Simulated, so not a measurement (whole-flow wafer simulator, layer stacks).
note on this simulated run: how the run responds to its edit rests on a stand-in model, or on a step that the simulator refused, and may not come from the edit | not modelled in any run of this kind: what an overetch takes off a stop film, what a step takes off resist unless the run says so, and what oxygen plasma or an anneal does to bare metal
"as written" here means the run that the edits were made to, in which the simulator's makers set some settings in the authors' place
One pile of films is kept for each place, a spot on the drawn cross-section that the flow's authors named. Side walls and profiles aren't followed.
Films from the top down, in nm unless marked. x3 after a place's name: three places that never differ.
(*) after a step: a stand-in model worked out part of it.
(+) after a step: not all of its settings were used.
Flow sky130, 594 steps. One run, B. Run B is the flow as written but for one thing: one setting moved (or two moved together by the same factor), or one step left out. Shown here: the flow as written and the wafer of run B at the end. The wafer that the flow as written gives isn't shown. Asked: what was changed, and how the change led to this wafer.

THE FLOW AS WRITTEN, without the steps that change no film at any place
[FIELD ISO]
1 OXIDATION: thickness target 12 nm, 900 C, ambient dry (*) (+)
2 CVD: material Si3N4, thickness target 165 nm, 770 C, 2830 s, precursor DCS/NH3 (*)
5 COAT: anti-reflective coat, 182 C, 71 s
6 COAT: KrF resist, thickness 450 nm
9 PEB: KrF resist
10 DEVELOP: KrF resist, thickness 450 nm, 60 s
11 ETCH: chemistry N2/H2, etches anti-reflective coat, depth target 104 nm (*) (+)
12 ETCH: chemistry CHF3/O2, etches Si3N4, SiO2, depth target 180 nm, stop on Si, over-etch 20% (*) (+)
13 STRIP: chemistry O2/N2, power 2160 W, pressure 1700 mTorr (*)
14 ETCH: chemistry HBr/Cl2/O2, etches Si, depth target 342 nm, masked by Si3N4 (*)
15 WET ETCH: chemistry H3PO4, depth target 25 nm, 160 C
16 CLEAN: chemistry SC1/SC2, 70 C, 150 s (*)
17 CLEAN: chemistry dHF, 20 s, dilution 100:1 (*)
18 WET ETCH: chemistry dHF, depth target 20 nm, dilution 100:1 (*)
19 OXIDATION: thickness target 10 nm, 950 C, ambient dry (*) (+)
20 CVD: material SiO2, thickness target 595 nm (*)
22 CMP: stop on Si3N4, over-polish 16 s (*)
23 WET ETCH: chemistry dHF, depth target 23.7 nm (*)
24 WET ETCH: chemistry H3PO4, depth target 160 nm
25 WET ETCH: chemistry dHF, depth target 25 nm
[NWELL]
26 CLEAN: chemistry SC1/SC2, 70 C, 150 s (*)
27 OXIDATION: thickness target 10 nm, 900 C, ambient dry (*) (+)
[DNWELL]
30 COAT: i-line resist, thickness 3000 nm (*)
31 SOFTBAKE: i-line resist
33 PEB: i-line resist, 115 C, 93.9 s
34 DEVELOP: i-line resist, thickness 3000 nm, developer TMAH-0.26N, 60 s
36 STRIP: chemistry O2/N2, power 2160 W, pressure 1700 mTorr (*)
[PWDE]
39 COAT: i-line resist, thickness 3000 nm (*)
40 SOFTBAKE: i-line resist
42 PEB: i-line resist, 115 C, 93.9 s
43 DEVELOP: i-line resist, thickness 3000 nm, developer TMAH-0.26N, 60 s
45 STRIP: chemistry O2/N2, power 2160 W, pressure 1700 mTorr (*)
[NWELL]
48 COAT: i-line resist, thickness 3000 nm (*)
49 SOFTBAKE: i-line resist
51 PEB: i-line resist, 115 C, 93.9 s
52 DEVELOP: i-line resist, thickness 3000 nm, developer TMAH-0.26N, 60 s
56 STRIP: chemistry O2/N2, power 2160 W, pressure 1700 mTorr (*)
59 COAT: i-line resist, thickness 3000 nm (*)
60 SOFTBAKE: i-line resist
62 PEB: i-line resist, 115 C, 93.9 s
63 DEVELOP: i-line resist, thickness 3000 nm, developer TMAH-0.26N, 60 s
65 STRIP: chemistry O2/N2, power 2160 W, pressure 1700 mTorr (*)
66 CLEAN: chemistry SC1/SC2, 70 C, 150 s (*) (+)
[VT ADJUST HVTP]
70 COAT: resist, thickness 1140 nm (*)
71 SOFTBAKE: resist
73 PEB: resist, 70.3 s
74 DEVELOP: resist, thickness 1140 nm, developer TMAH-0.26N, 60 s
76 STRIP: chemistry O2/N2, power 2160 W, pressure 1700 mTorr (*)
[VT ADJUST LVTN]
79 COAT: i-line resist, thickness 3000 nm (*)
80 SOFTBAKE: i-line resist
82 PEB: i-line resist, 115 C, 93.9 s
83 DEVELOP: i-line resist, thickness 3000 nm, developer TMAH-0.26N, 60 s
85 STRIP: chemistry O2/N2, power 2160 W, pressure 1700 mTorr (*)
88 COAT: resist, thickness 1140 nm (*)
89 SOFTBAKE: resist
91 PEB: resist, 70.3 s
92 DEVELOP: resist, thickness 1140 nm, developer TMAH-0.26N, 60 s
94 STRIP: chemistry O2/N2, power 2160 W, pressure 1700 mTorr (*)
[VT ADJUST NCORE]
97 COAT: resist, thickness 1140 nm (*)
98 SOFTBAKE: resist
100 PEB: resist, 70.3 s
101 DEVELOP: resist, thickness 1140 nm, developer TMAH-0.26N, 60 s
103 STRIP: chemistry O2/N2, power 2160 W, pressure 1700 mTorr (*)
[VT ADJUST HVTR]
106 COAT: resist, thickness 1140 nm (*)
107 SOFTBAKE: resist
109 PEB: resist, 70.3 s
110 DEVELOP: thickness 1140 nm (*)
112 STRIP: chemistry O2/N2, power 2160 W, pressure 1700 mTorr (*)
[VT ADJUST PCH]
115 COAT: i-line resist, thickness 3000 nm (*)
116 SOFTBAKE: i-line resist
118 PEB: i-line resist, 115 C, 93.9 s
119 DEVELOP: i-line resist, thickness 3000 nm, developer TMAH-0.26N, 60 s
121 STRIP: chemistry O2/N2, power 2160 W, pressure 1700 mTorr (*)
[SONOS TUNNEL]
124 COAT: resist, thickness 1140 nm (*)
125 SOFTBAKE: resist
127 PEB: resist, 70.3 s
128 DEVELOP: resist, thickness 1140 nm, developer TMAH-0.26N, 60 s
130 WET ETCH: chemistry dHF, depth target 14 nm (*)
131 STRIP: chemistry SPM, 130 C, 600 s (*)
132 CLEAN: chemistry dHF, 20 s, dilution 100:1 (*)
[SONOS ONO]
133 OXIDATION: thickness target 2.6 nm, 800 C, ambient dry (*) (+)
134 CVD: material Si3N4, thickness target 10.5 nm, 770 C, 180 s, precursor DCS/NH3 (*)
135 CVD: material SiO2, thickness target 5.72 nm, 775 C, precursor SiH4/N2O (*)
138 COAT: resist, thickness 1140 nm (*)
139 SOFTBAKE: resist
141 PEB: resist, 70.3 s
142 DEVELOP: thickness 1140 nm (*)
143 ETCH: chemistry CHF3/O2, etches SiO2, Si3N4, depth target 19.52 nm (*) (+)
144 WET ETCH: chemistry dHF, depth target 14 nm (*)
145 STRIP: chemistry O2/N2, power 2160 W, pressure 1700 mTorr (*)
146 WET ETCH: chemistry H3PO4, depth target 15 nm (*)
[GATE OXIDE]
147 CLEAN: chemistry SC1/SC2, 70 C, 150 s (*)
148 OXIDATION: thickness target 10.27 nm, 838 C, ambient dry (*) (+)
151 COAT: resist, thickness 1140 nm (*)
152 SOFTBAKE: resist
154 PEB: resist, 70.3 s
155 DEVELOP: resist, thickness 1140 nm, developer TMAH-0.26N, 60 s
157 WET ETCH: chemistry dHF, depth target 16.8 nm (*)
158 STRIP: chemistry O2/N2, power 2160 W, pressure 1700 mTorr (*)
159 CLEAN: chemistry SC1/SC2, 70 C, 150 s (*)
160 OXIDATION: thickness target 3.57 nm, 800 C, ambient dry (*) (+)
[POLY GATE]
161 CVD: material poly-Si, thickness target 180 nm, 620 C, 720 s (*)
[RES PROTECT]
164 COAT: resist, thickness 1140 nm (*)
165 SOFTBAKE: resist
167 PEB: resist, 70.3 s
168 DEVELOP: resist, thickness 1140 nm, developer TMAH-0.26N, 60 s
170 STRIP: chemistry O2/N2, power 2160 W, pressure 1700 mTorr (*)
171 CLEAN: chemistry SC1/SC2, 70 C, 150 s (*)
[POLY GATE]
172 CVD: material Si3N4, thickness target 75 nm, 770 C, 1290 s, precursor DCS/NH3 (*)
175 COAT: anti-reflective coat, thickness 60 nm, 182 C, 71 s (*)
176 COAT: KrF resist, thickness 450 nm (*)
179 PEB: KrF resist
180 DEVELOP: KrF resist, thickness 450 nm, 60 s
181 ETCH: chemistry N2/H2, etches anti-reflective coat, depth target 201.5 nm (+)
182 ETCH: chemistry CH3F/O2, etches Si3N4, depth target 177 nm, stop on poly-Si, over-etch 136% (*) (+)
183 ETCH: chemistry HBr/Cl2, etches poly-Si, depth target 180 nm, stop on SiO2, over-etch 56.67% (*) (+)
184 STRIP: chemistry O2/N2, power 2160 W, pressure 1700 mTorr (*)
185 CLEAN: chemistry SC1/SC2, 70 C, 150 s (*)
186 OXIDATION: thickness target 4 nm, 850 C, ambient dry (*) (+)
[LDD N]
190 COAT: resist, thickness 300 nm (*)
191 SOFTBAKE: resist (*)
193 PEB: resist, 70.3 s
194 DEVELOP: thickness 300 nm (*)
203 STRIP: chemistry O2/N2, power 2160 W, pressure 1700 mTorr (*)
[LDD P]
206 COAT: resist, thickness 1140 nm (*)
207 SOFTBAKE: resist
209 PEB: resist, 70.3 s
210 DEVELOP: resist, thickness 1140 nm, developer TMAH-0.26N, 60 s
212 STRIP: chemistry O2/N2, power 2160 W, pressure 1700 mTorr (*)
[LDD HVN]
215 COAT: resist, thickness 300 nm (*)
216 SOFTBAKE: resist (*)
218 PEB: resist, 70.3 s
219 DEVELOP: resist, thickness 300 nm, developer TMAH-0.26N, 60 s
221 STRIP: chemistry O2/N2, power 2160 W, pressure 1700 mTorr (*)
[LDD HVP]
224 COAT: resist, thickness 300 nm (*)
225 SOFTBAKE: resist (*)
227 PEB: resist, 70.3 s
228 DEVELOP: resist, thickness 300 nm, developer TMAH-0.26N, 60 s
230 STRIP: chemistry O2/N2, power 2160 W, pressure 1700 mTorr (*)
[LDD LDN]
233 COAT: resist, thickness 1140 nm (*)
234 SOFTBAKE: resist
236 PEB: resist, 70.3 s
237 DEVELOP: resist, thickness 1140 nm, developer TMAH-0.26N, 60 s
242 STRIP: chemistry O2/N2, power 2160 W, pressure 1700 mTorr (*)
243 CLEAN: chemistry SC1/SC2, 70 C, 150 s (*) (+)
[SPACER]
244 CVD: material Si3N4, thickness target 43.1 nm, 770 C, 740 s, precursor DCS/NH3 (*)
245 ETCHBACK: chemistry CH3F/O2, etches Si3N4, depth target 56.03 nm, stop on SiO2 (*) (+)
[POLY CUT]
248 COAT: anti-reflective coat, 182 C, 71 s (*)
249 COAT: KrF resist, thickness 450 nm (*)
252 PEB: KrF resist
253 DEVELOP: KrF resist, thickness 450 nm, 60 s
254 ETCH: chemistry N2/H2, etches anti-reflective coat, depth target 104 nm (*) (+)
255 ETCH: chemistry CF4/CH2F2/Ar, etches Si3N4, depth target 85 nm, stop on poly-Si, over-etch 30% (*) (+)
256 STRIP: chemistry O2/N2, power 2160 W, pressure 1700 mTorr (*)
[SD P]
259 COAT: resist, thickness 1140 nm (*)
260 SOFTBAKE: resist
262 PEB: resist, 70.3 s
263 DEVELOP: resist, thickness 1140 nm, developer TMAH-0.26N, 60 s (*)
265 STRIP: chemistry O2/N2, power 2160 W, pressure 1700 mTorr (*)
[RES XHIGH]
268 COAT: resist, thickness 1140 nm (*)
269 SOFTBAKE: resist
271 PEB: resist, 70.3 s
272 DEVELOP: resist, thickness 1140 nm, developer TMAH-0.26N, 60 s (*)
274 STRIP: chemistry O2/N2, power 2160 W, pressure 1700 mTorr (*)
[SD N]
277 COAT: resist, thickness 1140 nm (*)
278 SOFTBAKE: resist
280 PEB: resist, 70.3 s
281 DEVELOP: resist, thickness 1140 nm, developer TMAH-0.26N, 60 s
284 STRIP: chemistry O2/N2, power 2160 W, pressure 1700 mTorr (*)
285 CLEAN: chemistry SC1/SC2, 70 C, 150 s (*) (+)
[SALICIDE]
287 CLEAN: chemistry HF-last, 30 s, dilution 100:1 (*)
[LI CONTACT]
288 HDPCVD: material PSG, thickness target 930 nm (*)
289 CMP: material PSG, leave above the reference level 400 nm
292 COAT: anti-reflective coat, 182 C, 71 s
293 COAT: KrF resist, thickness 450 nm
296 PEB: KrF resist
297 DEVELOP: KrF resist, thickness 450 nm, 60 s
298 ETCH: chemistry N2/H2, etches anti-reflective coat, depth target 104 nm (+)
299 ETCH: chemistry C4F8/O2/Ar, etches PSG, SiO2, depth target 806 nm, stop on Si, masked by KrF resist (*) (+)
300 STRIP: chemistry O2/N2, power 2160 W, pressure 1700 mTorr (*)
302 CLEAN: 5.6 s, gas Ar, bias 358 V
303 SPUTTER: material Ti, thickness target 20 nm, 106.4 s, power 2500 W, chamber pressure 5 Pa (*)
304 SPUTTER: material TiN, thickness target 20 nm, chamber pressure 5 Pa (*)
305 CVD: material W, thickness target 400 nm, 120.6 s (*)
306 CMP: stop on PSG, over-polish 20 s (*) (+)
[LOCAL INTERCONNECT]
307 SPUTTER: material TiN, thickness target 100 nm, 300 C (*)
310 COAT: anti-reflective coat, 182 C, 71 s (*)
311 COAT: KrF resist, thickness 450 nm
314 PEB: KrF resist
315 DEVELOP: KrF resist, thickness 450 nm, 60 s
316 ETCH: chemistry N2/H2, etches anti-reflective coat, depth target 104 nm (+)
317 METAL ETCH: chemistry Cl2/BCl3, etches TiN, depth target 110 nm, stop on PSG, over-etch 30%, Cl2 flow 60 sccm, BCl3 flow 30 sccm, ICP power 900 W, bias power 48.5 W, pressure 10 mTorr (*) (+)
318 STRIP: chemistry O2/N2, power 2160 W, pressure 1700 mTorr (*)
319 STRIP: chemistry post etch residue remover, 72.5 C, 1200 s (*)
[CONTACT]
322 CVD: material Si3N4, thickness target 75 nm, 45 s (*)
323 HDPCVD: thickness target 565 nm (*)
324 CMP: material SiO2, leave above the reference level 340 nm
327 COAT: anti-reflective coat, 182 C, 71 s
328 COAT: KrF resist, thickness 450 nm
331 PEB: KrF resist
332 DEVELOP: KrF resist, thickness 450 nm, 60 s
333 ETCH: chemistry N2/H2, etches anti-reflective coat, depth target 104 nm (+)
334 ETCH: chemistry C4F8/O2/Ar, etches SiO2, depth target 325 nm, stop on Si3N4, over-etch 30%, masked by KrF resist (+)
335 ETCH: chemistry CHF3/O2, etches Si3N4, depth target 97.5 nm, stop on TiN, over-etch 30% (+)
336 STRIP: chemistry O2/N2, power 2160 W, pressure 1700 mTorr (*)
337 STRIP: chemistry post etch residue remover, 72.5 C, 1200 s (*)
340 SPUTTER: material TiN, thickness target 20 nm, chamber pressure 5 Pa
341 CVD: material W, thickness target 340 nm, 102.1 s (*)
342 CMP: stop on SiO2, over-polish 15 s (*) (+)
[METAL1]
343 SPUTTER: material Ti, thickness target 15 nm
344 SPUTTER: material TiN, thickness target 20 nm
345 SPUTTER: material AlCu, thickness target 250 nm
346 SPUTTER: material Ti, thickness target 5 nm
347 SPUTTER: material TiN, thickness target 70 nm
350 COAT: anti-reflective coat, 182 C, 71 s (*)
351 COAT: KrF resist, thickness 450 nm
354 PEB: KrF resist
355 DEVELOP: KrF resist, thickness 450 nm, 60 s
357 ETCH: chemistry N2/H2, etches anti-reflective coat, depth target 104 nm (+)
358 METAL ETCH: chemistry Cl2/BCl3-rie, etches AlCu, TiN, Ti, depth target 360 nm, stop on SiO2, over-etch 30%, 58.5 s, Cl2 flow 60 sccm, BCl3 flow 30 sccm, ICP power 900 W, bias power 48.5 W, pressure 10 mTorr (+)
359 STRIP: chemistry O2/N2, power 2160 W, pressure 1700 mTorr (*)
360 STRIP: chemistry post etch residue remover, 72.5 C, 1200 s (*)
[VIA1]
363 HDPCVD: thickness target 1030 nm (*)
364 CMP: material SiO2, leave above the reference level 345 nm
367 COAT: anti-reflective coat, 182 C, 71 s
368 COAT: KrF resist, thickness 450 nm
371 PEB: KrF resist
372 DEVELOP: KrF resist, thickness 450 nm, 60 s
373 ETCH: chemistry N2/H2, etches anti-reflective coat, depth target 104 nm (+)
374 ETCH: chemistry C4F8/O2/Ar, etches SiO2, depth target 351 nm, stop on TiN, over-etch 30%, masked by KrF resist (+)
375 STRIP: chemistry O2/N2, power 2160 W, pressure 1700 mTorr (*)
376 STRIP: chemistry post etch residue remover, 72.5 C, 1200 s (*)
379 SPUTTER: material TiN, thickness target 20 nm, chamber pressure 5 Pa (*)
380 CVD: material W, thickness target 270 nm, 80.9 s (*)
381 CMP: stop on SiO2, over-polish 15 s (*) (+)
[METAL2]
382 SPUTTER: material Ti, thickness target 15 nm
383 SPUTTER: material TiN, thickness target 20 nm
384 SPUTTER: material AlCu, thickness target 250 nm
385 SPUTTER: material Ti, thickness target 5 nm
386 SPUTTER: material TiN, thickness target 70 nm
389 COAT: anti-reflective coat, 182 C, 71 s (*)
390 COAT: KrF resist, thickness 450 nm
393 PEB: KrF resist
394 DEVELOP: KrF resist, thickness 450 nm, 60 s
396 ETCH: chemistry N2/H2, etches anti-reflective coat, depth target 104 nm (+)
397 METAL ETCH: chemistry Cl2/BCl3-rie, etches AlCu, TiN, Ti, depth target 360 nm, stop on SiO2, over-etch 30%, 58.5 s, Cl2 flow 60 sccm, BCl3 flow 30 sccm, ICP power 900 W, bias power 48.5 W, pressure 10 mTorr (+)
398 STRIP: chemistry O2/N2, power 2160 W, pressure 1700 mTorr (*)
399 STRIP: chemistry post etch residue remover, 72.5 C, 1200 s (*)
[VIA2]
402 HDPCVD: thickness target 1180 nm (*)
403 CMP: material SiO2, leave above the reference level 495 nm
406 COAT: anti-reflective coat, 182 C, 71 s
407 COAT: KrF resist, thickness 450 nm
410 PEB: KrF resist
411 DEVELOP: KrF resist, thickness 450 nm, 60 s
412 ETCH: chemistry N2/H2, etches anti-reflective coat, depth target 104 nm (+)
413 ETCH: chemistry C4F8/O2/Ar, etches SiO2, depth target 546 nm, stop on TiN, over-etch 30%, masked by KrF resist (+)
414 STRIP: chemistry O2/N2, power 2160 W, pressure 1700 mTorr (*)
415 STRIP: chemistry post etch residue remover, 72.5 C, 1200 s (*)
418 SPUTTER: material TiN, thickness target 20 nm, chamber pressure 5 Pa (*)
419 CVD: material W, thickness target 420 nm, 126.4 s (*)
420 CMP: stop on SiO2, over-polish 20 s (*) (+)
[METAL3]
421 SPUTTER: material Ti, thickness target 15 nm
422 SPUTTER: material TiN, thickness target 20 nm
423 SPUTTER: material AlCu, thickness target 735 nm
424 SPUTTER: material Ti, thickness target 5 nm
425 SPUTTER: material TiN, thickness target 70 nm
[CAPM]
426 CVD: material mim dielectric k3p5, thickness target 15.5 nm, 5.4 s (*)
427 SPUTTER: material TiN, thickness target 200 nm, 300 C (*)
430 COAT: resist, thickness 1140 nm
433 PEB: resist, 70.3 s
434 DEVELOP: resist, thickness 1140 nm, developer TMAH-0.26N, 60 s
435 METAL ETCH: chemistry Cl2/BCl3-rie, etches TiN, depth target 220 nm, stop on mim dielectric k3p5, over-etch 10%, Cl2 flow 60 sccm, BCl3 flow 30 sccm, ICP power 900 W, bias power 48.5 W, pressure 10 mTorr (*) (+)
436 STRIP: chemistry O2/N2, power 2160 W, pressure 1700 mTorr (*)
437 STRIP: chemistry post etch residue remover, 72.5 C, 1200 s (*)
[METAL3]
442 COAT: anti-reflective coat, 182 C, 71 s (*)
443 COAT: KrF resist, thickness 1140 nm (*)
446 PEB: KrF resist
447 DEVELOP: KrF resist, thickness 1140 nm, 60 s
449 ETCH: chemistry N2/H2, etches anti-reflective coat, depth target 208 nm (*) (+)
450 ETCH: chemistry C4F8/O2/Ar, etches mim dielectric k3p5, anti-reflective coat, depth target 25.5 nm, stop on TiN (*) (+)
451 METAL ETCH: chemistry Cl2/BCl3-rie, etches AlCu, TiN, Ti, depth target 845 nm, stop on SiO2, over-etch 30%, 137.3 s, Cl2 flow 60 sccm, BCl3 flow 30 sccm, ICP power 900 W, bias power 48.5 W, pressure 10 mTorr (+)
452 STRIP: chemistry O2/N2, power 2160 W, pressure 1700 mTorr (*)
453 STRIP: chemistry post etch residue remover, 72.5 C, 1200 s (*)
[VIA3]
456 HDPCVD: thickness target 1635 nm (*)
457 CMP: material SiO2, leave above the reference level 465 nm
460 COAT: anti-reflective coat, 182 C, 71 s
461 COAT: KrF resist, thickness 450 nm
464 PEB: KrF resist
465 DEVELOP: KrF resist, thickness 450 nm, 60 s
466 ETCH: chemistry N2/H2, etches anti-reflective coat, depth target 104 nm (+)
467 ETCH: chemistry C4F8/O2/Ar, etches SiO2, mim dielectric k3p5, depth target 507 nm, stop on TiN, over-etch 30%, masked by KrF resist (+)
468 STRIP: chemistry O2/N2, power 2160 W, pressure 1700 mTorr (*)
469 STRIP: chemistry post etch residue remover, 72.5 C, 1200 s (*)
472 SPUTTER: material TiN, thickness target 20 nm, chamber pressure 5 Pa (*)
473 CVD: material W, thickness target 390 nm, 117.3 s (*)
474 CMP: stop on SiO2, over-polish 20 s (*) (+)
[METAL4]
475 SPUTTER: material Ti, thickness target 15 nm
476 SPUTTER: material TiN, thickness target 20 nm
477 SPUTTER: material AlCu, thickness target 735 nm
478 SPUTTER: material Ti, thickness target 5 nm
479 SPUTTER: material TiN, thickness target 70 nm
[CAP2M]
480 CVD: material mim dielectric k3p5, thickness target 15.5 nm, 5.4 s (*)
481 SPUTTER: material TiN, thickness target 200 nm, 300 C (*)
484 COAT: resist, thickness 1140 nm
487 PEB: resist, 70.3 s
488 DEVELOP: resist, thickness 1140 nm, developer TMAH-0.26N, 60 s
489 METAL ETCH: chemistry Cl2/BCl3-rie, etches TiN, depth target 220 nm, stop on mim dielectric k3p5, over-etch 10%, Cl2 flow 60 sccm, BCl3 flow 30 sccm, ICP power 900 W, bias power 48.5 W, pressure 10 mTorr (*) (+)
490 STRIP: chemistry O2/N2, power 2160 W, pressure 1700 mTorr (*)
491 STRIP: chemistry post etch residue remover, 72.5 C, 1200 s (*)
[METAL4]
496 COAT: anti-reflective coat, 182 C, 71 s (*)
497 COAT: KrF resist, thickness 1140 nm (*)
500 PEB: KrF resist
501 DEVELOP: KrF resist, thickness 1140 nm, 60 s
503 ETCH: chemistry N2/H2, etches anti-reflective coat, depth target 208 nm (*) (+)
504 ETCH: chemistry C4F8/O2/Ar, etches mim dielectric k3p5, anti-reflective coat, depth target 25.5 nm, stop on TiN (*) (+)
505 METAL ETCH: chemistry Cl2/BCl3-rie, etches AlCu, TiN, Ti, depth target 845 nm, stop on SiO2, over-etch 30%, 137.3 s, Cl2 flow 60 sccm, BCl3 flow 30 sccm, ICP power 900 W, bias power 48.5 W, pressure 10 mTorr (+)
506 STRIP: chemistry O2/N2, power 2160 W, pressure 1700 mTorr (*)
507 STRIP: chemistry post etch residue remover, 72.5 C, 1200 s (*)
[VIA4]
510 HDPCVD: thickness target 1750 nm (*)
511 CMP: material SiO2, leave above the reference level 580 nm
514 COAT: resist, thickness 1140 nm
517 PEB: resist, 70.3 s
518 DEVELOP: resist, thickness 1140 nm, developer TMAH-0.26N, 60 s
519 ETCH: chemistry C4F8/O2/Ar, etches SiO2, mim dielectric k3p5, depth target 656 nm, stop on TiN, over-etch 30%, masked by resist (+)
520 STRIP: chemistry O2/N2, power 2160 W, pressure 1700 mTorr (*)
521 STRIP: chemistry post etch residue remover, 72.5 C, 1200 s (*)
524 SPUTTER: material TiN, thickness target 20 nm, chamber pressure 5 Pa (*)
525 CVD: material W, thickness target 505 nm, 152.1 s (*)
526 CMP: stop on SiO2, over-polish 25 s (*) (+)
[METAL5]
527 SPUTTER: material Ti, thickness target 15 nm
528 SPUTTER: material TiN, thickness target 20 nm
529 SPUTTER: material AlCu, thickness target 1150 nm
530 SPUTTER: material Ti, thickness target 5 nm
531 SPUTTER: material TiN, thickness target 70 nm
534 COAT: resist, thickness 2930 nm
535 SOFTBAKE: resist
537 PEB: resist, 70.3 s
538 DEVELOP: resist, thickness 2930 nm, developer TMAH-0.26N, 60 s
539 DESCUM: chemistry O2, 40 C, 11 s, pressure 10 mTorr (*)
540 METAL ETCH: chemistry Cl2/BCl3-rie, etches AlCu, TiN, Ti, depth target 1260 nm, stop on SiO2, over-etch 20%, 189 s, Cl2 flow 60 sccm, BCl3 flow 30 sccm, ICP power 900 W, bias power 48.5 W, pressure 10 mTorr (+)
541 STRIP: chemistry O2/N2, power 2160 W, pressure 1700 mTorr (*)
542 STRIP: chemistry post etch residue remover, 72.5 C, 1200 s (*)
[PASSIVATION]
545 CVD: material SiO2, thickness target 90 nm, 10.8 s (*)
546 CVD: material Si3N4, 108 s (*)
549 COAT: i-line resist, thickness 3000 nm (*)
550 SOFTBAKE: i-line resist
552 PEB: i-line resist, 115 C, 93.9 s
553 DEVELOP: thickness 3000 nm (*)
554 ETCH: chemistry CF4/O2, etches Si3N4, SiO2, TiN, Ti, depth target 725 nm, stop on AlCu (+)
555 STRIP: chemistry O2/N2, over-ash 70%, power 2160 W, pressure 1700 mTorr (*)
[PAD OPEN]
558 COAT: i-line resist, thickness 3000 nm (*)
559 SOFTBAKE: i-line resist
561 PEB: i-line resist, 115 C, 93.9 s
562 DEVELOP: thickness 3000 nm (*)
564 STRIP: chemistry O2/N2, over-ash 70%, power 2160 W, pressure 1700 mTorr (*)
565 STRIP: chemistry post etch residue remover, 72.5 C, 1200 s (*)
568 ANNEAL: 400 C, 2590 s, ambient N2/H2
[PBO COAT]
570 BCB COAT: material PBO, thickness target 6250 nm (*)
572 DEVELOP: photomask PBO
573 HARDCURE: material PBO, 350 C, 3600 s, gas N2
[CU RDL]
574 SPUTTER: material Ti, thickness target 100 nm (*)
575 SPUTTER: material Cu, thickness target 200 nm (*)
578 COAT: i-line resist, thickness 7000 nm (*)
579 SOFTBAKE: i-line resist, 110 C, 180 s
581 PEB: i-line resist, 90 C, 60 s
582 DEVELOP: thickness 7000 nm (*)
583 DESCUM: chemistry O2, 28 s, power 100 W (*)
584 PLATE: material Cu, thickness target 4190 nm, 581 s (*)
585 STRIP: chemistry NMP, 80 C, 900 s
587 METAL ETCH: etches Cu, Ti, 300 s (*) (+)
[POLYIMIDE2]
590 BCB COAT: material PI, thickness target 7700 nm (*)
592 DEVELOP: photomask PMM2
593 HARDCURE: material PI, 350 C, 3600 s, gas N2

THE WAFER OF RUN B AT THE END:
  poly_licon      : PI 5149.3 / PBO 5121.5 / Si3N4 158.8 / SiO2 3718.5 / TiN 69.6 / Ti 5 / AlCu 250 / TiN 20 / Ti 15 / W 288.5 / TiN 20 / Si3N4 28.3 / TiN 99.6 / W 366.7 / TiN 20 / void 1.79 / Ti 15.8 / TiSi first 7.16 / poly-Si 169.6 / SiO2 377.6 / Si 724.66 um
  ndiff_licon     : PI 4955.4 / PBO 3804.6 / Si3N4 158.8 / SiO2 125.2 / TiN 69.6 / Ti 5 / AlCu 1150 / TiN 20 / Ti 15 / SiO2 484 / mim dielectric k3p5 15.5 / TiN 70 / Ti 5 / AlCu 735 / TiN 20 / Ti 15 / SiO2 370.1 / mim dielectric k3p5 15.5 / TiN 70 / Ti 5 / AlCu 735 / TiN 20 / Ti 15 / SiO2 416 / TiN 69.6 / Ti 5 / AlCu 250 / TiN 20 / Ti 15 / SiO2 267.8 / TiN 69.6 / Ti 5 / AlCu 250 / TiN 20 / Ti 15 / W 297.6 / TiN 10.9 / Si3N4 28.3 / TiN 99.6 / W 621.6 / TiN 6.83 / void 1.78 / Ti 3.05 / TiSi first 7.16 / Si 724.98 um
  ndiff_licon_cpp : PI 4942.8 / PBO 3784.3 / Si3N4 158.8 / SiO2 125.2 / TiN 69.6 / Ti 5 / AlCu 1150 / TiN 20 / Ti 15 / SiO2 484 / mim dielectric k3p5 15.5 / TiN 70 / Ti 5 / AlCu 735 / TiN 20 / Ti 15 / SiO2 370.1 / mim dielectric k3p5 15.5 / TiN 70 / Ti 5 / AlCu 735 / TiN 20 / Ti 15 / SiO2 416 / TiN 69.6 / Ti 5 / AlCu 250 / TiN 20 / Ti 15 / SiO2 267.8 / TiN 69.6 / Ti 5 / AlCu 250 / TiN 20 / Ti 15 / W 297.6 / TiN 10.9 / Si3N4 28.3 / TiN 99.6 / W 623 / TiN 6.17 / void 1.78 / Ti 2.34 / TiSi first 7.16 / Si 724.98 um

The cause: step 335, ETCH: depth target 46.3 nm was run, where the flow has depth target 97.5 nm.

How the change led to this, step by step:
  335 ETCH: chemistry CHF3/O2, etches Si3N4, depth target 97.5 nm, stop on TiN, over-etch 30% (+)
      poly_licon, ndiff_licon, ndiff_licon_cpp, rpo_hd_licon: Si3N4 -46.3 (as written it would be: Si3N4 -75 (all of it))
      field, active, n_well and 184 more: KrF resist -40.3 (as written it would be: KrF resist -84.8)
  336 STRIP: chemistry O2/N2, power 2160 W, pressure 1700 mTorr (*)
      field, active, n_well and 184 more: KrF resist -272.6 (all of it), anti-reflective coat -80 (all of it) (as written it would be: KrF resist -228 (all of it), anti-reflective coat -80 (all of it))
  340 SPUTTER: material TiN, thickness target 20 nm, chamber pressure 5 Pa
      ndiff_licon, ndiff_licon_cpp, rpo_hd_licon: TiN +10.9 (new film) (as written it would be: TiN +10.4)
      poly_licon: TiN +20 (new film) (as written it would be: TiN +20)
  341 CVD: material W, thickness target 340 nm, 102.1 s (*)
      ndiff_licon, ndiff_licon_cpp, rpo_hd_licon: W +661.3 (new film) (as written it would be: W +690.5 (new film))
  342 CMP: stop on SiO2, over-polish 15 s (*) (+)
      poly_licon: W -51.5 (as written it would be: W -22.8)
Counting metal films that touch as one body, poly_licon has 3 bodies (between them, from the top down: Si3N4 28.3; void 1.79); the flow as written gives 2 bodies (between them, from the top down: void 1.79).
Counting metal films that touch as one body, ndiff_licon has 7 bodies (between them, from the top down: SiO2 484 / mim dielectric k3p5 15.5; SiO2 370.1 / mim dielectric k3p5 15.5; SiO2 416; SiO2 267.8; Si3N4 28.3; void 1.78); the flow as written gives 6 bodies (between them, from the top down: SiO2 484 / mim dielectric k3p5 15.5; SiO2 370.1 / mim dielectric k3p5 15.5; SiO2 416; SiO2 267.8; void 1.78).
Counting metal films that touch as one body, ndiff_licon_cpp has 7 bodies (between them, from the top down: SiO2 484 / mim dielectric k3p5 15.5; SiO2 370.1 / mim dielectric k3p5 15.5; SiO2 416; SiO2 267.8; Si3N4 28.3; void 1.78); the flow as written gives 6 bodies (between them, from the top down: SiO2 484 / mim dielectric k3p5 15.5; SiO2 370.1 / mim dielectric k3p5 15.5; SiO2 416; SiO2 267.8; void 1.78).
